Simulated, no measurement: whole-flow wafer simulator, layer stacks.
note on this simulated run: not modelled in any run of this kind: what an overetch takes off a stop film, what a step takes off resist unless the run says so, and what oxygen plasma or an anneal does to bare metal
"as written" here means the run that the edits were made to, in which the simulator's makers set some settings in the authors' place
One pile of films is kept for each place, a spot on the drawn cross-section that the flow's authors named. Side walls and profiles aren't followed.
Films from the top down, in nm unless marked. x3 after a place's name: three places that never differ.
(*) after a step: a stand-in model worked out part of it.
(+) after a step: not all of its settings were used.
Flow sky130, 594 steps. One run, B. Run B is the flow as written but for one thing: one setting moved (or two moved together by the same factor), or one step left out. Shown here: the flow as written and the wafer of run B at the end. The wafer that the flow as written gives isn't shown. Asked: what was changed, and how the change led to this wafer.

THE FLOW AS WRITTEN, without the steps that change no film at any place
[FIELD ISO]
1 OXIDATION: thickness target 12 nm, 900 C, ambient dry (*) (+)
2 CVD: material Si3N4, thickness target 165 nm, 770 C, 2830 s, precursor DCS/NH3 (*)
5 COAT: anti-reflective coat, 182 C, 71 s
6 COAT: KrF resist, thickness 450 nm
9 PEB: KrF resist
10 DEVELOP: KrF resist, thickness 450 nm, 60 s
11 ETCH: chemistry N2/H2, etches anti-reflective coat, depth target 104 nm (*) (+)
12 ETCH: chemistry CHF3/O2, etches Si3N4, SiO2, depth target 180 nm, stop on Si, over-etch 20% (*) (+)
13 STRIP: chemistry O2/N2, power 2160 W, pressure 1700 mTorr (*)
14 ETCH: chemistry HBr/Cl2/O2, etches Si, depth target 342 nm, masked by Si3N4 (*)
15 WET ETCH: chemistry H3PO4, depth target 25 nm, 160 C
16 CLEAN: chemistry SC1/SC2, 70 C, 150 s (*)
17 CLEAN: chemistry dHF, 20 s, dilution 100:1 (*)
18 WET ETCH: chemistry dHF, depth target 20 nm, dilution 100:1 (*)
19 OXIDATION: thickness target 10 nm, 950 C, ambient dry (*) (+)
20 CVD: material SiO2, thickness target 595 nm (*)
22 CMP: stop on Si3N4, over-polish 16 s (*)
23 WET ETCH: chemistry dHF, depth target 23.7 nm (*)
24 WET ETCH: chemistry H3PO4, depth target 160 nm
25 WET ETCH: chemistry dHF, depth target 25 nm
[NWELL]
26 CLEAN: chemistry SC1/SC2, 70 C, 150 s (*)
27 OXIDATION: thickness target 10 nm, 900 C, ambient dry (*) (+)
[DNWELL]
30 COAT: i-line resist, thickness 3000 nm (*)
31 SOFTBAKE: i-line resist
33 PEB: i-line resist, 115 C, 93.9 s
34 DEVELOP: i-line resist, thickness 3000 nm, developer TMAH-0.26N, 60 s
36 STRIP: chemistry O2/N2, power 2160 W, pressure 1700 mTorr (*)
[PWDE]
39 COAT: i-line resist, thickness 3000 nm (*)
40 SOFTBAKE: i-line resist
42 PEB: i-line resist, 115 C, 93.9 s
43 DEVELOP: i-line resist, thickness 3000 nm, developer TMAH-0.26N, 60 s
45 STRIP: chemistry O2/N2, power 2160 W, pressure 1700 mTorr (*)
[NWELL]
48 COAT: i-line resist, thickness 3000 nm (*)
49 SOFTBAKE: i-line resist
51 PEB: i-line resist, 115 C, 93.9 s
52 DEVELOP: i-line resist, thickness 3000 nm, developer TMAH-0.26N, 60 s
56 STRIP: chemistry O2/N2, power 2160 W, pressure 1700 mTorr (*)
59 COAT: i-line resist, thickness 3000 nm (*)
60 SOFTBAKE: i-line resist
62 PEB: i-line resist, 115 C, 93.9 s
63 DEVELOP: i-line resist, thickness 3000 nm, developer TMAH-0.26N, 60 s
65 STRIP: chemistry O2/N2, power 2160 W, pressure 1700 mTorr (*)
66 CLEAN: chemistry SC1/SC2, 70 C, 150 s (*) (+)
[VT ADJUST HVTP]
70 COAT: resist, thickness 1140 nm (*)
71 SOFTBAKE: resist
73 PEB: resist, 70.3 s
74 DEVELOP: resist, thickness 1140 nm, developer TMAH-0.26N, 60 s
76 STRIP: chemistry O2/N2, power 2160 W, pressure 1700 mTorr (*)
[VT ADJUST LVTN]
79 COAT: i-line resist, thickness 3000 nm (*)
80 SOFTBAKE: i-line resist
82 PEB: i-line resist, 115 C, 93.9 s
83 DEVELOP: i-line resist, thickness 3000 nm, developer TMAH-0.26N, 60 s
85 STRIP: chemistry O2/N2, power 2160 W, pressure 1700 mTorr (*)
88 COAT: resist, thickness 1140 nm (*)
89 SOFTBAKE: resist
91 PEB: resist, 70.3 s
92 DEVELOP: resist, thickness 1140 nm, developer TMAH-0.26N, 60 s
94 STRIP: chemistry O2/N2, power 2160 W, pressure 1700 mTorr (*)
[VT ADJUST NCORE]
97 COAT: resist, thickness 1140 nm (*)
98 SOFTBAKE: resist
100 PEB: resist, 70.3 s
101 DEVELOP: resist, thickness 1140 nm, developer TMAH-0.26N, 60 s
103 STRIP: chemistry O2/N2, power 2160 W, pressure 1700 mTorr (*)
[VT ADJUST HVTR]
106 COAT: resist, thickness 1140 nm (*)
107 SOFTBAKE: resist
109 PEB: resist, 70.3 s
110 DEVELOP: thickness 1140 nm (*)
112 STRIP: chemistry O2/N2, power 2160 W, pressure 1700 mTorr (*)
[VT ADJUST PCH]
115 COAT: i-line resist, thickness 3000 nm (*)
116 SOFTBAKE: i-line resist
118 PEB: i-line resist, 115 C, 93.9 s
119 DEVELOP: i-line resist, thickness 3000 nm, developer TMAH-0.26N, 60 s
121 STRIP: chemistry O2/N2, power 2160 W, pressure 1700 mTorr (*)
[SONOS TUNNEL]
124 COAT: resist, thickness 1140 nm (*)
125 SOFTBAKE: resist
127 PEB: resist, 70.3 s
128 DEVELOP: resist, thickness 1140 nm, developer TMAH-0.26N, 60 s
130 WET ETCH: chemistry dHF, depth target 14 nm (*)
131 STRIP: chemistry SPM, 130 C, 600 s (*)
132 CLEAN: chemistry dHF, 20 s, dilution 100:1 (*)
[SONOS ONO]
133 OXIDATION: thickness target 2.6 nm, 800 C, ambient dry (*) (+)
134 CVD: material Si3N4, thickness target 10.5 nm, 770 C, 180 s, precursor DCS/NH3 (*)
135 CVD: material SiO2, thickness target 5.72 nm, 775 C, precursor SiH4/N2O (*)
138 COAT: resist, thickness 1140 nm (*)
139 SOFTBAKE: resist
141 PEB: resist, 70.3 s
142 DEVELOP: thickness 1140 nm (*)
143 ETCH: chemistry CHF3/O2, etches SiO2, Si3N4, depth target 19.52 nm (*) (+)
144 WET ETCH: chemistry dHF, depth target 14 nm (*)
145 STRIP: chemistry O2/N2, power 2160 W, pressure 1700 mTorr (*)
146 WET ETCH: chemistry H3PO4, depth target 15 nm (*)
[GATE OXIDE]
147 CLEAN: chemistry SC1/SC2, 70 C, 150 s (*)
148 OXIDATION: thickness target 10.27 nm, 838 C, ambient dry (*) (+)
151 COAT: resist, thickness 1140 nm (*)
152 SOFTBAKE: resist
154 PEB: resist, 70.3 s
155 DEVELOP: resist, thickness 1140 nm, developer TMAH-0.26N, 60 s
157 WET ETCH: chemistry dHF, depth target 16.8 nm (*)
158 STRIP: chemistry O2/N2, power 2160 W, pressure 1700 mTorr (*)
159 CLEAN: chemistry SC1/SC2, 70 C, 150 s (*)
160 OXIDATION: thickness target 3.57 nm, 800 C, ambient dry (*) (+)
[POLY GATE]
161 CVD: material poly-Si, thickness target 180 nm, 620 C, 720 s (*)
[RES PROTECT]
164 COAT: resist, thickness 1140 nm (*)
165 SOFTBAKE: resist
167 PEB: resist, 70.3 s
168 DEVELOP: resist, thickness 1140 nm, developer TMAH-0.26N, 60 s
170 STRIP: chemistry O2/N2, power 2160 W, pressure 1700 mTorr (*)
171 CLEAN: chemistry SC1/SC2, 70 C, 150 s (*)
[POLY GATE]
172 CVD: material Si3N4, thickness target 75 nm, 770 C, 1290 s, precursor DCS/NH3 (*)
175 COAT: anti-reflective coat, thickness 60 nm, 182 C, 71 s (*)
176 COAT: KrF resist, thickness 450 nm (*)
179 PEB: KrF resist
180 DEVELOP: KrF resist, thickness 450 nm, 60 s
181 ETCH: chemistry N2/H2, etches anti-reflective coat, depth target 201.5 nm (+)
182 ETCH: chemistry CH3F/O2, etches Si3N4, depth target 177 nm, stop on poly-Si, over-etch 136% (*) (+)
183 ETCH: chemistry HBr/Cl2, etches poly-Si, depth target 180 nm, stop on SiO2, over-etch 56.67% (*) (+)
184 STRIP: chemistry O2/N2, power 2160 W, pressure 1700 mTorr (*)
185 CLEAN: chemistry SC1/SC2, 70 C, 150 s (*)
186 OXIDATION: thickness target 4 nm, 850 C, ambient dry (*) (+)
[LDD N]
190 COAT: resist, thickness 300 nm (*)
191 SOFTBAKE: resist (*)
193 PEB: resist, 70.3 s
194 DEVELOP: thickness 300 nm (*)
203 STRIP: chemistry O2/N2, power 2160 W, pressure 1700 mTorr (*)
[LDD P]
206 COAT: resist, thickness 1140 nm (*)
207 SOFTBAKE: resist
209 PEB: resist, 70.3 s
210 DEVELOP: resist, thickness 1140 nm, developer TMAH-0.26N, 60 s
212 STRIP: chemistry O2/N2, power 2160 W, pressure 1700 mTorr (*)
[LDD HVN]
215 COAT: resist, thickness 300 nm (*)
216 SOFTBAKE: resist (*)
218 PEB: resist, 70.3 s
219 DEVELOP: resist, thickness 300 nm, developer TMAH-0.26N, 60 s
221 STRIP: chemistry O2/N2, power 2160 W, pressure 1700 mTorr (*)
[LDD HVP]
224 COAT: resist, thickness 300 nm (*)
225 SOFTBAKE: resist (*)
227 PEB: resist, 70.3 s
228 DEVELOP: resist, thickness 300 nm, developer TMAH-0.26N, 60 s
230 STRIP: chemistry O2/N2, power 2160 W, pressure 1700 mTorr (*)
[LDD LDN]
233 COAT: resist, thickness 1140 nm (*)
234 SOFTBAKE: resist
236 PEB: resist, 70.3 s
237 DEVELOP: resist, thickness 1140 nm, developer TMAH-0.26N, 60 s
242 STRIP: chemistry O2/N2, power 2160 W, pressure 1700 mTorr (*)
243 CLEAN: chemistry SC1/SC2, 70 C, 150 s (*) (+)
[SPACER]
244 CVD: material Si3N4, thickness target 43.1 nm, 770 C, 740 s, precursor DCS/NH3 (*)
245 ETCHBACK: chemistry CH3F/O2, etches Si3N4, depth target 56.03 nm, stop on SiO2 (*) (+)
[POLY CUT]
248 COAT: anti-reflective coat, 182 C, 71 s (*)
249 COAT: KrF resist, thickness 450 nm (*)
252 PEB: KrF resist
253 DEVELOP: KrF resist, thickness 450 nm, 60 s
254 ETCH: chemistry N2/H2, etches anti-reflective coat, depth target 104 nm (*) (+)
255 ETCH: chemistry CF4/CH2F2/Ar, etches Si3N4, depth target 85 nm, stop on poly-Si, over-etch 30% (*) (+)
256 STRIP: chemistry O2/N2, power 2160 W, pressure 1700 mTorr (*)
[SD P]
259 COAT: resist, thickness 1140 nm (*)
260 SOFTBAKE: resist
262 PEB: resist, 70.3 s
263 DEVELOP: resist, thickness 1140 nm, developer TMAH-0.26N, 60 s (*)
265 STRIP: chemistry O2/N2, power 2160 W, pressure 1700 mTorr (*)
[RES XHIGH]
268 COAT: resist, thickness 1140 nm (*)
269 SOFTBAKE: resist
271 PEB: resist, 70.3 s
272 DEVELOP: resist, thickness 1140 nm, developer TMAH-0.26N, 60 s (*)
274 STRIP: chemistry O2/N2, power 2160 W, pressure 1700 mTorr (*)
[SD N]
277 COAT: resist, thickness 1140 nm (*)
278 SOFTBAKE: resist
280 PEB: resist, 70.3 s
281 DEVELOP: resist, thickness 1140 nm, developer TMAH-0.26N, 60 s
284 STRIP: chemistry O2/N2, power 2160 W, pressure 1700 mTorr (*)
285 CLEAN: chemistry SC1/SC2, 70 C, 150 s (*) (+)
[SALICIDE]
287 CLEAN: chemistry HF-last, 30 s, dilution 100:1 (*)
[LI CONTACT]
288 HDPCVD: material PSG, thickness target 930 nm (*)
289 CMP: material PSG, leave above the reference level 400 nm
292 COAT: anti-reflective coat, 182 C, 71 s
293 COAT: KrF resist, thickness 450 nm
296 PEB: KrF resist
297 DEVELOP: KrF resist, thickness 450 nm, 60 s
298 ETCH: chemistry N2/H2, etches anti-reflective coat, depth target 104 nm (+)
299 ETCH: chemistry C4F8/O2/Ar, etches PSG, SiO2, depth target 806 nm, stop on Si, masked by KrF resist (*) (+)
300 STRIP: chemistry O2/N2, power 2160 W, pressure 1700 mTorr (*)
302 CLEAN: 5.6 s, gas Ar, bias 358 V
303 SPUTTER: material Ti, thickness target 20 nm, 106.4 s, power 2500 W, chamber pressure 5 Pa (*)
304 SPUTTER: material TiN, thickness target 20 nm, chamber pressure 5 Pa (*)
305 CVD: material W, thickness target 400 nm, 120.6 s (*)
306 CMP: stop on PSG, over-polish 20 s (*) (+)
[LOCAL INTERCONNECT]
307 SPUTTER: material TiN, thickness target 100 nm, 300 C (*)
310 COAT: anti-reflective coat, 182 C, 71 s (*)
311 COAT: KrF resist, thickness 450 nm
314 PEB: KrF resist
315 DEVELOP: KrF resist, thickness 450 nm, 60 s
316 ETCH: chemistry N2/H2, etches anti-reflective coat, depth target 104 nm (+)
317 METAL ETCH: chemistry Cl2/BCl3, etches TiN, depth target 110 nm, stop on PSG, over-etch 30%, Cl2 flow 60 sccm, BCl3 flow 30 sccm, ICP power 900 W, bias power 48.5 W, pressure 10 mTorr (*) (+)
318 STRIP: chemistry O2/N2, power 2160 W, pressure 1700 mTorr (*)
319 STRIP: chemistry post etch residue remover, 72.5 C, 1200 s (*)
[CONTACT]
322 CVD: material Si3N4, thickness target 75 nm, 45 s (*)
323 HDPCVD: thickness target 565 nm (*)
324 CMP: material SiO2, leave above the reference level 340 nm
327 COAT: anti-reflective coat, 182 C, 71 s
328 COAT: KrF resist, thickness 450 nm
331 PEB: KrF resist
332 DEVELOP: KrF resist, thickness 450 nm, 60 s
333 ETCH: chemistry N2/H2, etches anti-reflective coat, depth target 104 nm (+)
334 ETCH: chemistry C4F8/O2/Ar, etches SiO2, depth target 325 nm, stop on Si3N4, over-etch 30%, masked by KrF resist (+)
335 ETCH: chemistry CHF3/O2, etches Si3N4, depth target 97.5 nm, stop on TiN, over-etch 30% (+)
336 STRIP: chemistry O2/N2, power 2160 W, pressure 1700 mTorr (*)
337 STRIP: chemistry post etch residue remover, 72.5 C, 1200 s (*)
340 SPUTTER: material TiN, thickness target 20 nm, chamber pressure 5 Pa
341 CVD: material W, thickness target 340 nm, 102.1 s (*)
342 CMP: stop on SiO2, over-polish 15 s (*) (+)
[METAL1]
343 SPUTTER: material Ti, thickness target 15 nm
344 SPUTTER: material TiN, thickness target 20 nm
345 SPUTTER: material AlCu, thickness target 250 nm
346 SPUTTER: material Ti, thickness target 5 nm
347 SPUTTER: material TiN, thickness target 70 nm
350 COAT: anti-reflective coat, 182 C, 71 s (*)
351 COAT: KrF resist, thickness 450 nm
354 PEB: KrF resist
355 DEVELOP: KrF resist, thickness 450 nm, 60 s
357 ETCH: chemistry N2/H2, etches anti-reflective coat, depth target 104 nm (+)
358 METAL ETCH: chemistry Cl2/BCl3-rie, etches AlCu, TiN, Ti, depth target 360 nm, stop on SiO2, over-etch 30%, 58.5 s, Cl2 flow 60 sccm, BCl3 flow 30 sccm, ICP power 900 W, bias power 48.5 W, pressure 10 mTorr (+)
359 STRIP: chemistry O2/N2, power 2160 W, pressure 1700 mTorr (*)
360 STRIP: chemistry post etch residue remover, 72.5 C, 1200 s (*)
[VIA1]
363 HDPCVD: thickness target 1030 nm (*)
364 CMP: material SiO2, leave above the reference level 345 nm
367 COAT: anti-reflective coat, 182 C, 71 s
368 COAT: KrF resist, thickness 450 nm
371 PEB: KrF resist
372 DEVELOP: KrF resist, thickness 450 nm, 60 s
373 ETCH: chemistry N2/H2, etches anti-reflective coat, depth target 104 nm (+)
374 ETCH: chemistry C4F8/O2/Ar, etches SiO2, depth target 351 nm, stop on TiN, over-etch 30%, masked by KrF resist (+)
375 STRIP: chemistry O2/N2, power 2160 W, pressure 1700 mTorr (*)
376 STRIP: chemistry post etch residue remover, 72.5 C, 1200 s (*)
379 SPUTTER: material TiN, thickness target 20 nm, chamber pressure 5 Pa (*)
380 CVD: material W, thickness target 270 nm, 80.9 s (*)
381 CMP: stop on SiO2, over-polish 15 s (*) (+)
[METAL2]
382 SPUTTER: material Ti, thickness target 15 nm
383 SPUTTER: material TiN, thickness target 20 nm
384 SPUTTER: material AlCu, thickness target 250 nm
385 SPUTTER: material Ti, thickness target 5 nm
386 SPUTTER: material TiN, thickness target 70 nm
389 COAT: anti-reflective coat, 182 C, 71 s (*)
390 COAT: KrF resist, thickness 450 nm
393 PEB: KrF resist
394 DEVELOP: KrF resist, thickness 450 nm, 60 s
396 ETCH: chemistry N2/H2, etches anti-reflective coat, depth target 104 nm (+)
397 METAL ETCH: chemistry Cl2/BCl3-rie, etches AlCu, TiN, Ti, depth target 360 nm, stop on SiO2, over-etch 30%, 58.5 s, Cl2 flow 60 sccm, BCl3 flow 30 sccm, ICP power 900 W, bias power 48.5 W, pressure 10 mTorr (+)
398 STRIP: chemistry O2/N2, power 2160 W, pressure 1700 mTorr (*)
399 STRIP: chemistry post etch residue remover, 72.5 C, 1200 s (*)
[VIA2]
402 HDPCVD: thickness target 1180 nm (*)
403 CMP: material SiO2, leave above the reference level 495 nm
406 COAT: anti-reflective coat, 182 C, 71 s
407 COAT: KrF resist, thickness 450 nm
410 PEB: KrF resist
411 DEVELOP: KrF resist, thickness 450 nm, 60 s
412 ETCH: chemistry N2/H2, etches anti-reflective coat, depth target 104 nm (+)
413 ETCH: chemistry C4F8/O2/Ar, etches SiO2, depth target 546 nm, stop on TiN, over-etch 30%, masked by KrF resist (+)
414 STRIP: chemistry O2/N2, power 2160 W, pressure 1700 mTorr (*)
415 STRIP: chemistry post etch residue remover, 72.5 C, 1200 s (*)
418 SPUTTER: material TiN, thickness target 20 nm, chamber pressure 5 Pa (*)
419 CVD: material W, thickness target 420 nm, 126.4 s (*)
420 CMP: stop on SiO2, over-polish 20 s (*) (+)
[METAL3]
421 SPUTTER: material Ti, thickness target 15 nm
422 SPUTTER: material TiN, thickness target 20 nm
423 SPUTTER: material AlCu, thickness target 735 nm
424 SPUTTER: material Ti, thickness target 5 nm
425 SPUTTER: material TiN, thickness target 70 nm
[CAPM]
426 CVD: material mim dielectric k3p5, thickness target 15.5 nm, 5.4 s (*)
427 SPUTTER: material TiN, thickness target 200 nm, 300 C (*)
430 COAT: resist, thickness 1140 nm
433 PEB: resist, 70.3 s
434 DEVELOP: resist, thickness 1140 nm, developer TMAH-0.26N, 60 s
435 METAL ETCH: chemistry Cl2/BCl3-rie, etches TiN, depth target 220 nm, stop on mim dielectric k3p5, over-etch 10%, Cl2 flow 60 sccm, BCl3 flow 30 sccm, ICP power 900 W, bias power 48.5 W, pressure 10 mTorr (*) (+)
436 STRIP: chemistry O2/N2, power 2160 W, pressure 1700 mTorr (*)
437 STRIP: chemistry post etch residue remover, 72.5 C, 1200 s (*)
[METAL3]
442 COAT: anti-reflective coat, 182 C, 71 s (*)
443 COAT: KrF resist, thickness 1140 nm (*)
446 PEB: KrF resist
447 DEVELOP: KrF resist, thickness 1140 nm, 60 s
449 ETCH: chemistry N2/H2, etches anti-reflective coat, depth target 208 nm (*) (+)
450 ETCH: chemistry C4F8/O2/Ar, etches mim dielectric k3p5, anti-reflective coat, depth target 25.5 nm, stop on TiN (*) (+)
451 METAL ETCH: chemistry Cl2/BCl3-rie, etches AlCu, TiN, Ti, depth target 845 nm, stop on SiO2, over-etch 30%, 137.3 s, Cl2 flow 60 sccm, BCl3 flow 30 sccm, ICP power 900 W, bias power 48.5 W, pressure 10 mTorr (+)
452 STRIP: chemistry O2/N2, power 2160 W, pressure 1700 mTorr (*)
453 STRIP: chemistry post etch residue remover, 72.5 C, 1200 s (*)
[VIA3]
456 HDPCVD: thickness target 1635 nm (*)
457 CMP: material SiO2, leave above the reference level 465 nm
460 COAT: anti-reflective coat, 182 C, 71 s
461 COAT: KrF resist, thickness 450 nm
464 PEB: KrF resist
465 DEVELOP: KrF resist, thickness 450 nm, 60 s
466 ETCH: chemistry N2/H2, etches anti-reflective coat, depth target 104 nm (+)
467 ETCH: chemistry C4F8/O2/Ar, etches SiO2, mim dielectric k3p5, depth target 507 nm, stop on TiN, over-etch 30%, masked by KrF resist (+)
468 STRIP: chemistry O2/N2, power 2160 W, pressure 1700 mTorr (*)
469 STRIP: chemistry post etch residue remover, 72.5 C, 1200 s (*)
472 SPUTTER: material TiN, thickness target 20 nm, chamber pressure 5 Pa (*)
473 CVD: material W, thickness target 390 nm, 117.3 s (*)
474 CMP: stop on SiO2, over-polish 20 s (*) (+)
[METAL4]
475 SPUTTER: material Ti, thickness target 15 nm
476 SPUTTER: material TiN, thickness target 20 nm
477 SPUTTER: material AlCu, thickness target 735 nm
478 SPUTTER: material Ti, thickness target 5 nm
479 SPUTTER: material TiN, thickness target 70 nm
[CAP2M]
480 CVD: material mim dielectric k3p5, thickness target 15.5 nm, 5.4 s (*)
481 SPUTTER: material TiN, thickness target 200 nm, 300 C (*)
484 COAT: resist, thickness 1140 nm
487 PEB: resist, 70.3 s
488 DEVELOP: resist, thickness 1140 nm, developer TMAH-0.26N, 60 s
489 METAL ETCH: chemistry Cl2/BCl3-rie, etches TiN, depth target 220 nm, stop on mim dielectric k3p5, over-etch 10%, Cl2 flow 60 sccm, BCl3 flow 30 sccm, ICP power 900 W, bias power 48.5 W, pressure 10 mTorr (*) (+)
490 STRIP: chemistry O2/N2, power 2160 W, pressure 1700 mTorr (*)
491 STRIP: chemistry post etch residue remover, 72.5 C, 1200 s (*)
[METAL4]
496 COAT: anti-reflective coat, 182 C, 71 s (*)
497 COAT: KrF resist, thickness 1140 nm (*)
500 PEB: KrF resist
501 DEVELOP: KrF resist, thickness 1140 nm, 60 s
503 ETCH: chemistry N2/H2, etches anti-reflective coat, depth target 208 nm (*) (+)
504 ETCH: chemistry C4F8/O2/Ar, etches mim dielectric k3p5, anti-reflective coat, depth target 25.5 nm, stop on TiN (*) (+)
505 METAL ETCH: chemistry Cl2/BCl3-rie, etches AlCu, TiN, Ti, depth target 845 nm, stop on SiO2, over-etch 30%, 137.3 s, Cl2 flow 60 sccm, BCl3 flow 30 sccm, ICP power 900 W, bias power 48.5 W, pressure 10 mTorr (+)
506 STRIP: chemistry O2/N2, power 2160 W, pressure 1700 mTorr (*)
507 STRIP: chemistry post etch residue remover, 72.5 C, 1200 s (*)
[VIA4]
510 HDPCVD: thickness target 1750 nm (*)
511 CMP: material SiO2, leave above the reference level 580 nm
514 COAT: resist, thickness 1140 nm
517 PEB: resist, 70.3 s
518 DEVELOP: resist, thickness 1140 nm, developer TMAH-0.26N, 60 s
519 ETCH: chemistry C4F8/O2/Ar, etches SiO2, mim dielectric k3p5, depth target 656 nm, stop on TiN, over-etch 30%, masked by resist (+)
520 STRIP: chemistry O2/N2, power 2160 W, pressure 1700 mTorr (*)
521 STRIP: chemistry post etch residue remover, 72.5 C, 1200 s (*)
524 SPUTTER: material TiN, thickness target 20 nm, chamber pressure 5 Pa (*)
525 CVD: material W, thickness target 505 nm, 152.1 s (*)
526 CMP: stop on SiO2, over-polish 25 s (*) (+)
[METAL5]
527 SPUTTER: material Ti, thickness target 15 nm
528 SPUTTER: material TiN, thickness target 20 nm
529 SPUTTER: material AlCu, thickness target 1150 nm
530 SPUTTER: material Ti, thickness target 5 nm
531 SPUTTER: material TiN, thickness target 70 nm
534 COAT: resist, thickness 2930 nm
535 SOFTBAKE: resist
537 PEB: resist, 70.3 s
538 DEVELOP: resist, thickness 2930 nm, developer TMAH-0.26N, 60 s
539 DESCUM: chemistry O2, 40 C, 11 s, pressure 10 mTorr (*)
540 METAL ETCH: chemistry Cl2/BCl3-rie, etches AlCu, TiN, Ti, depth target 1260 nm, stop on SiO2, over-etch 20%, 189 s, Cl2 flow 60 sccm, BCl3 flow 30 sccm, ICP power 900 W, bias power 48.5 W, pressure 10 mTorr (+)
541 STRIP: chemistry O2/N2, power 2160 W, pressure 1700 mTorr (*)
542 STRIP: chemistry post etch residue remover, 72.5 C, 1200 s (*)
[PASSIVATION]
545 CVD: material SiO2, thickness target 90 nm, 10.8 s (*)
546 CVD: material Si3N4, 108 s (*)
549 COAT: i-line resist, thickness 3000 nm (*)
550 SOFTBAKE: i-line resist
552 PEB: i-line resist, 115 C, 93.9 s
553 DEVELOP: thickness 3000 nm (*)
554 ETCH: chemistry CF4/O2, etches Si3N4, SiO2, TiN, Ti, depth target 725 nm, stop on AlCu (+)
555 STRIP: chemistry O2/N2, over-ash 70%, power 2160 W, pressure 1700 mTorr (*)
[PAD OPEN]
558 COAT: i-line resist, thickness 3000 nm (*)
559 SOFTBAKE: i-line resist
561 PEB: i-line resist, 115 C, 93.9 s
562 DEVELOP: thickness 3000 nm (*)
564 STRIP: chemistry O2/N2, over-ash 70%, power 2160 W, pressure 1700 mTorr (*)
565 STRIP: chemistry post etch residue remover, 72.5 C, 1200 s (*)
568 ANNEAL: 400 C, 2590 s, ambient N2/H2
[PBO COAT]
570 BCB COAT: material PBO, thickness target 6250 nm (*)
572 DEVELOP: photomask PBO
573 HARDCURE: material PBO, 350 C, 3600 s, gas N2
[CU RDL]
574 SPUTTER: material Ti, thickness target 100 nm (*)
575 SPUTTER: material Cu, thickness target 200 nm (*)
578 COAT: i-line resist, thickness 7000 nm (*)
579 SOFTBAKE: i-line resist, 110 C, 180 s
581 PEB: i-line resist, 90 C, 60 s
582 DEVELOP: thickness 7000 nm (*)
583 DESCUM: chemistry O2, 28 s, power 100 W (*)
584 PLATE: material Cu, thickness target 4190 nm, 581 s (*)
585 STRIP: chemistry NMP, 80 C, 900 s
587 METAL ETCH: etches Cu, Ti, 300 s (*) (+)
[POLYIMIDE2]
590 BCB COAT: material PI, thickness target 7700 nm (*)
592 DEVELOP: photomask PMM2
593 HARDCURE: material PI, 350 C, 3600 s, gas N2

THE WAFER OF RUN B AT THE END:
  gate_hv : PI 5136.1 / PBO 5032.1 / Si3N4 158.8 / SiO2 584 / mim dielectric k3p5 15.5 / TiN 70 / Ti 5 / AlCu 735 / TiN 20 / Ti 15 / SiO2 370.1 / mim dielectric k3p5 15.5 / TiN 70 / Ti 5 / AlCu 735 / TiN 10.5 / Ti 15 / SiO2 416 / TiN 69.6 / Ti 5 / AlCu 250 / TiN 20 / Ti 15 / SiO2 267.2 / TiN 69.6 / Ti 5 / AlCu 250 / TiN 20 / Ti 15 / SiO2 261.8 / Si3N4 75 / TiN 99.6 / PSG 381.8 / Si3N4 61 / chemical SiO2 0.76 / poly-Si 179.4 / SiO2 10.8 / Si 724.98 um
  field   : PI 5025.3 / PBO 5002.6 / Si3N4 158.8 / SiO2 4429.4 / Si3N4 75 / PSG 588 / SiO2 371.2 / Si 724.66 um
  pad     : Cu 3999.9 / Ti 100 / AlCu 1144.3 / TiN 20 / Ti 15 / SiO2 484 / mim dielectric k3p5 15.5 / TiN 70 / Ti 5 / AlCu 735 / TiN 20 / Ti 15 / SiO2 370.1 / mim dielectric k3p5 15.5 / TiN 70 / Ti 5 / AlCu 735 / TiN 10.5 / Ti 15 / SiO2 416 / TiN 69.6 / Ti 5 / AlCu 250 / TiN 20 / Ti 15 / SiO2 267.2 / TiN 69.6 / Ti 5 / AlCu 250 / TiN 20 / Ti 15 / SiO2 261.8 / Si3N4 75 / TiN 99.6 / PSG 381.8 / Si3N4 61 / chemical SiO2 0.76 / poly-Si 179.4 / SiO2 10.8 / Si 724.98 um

The cause: step 422, SPUTTER: thickness target 10.5 nm was run, where the flow has thickness target 20 nm.
It can be read off the wafer: gate_hv has TiN 10.5, and step 422 as written asks for 20 nm.

How the change led to this, step by step:
  422 SPUTTER: material TiN, thickness target 20 nm
      field, active, n_well and 188 more: TiN +10.5 (new film) (as written it would be: TiN +20 (new film))
  451 METAL ETCH: chemistry Cl2/BCl3-rie, etches AlCu, TiN, Ti, depth target 845 nm, stop on SiO2, over-etch 30%, 137.3 s, Cl2 flow 60 sccm, BCl3 flow 30 sccm, ICP power 900 W, bias power 48.5 W, pressure 10 mTorr (+)
      field, gate, spacer and 68 more: TiN -70 (all of it), Ti -5 (all of it), AlCu -735 (all of it), TiN -10.5 (all of it), Ti -15 (all of it), SiO2 -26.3 (as written it would be: TiN -70 (all of it), Ti -5 (all of it), AlCu -735 (all of it), TiN -20 (all of it), Ti -15 (all of it), SiO2 -25.4)
      active, vpp_ln, vpp_iso2 and 11 more: TiN -70 (all of it), Ti -5 (all of it), AlCu -735 (all of it), TiN -10.5 (all of it), Ti -15 (all of it), SiO2 -26.3 (as written it would be: TiN -70 (all of it), Ti -5 (all of it), AlCu -735 (all of it), TiN -20 (all of it), Ti -15 (all of it), SiO2 -25.3)
  457 CMP: material SiO2, leave above the reference level 465 nm
      field, active, gate and 82 more: SiO2 -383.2 (as written it would be: SiO2 -374.7)
